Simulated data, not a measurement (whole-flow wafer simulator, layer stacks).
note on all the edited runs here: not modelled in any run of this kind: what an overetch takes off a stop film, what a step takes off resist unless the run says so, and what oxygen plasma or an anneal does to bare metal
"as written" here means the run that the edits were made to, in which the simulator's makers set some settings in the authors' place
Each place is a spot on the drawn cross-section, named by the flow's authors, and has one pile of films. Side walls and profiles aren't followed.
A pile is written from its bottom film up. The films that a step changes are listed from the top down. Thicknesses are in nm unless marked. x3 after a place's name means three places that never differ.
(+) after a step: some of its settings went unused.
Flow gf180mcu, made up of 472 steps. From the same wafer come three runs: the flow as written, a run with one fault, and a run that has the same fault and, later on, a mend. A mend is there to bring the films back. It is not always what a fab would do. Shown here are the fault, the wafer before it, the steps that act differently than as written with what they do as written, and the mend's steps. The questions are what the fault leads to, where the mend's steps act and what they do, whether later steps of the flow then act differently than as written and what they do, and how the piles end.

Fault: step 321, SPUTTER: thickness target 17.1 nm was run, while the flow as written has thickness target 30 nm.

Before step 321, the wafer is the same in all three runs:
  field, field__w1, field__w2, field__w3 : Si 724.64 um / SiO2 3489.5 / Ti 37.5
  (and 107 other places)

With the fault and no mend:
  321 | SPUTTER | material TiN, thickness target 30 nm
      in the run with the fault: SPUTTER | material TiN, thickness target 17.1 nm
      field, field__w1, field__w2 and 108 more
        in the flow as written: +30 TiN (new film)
        in the run with the fault: +17.1 TiN (new film)
  Later steps of the flow acting differently than as written:
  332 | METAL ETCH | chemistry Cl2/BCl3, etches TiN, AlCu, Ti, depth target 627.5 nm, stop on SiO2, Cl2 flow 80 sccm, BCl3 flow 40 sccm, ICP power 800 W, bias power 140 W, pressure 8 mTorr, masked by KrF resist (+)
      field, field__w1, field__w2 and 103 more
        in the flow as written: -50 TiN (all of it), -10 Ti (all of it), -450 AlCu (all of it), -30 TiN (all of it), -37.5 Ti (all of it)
        in the run with the fault: -50 TiN (all of it), -10 Ti (all of it), -450 AlCu (all of it), -17.1 TiN (all of it), -37.5 Ti (all of it)
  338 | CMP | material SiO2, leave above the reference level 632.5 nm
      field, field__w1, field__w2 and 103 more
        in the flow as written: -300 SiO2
        in the run with the fault: -312.9 SiO2
  At field__w8, contact, m1, m1__w1, m1_nw, the piles at the end differ from the flow's by more than 2% or 0.5 nm, whichever is larger.
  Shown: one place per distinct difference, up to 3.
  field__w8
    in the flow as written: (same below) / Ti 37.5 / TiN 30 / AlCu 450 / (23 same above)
    in the run with the fault: (same below) / Ti 37.5 / TiN 17.1 / AlCu 450 / (23 same above)
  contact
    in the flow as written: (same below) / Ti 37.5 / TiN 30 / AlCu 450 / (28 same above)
    in the run with the fault: (same below) / Ti 37.5 / TiN 17.1 / AlCu 450 / (28 same above)

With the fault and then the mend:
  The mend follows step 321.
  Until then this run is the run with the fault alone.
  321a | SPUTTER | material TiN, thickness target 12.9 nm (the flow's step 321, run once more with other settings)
      field, field__w1, field__w2 and 108 more
        +12.9 TiN
  Later steps of the flow that are run all act as written at every place that is followed.
  The piles end the same as the flow's at every place that both follow.
